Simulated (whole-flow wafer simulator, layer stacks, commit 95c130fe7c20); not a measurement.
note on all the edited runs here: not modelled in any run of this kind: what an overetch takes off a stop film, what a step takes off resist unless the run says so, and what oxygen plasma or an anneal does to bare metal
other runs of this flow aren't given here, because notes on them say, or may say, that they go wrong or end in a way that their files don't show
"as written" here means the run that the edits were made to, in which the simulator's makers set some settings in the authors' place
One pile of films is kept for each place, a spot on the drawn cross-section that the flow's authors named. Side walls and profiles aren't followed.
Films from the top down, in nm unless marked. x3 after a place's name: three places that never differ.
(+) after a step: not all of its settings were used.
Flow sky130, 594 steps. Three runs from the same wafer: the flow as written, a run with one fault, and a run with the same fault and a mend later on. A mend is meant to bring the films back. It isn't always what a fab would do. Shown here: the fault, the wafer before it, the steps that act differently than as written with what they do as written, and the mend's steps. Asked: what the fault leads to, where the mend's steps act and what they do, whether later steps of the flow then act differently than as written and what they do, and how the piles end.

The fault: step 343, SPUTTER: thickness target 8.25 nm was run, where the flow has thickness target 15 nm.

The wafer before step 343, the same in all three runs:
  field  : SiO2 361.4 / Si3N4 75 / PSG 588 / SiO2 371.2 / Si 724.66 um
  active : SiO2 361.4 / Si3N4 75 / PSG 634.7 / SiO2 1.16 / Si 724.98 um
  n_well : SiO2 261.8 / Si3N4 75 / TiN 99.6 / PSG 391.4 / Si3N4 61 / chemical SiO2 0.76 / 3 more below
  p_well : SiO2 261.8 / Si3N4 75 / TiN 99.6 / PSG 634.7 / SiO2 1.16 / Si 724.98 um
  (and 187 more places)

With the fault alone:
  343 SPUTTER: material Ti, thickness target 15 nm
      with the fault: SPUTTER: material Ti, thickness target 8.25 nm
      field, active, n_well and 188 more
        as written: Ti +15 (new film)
        with the fault: Ti +8.25 (new film)
  Later steps of the flow that act differently than as written (4 more steps differ only slightly, by at most 2% or 0.5 nm, whichever is larger, and aren't shown):
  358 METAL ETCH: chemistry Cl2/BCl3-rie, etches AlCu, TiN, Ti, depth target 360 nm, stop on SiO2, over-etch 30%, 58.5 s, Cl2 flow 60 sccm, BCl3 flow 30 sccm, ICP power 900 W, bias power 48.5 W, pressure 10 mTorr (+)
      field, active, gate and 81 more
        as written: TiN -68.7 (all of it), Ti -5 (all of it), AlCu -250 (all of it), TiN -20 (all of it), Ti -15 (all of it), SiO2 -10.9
        with the fault: TiN -68.7 (all of it), Ti -5 (all of it), AlCu -250 (all of it), TiN -20 (all of it), Ti -8.25 (all of it), SiO2 -11.6
  At the end the piles differ from the flow's by more than 2% or 0.5 nm, whichever is larger, at n_well, p_well, gate_hv and 104 more.
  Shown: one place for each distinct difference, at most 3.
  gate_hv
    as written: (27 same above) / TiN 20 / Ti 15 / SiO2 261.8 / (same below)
    with the fault: (27 same above) / TiN 20 / Ti 8.25 / SiO2 261.8 / (same below)
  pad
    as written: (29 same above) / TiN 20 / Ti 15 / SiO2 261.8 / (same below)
    with the fault: (29 same above) / TiN 20 / Ti 8.25 / SiO2 261.8 / (same below)
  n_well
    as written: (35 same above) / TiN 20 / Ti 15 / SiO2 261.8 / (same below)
    with the fault: (35 same above) / TiN 20 / Ti 8.25 / SiO2 261.8 / (same below)

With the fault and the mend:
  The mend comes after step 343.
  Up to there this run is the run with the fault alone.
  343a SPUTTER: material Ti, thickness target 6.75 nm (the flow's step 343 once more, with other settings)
      field, active, n_well and 188 more
        Ti +6.75
  No later step of the flow acts differently than as written at any place that is followed.
  At the end the piles are the same as the flow's at every place that both follow.
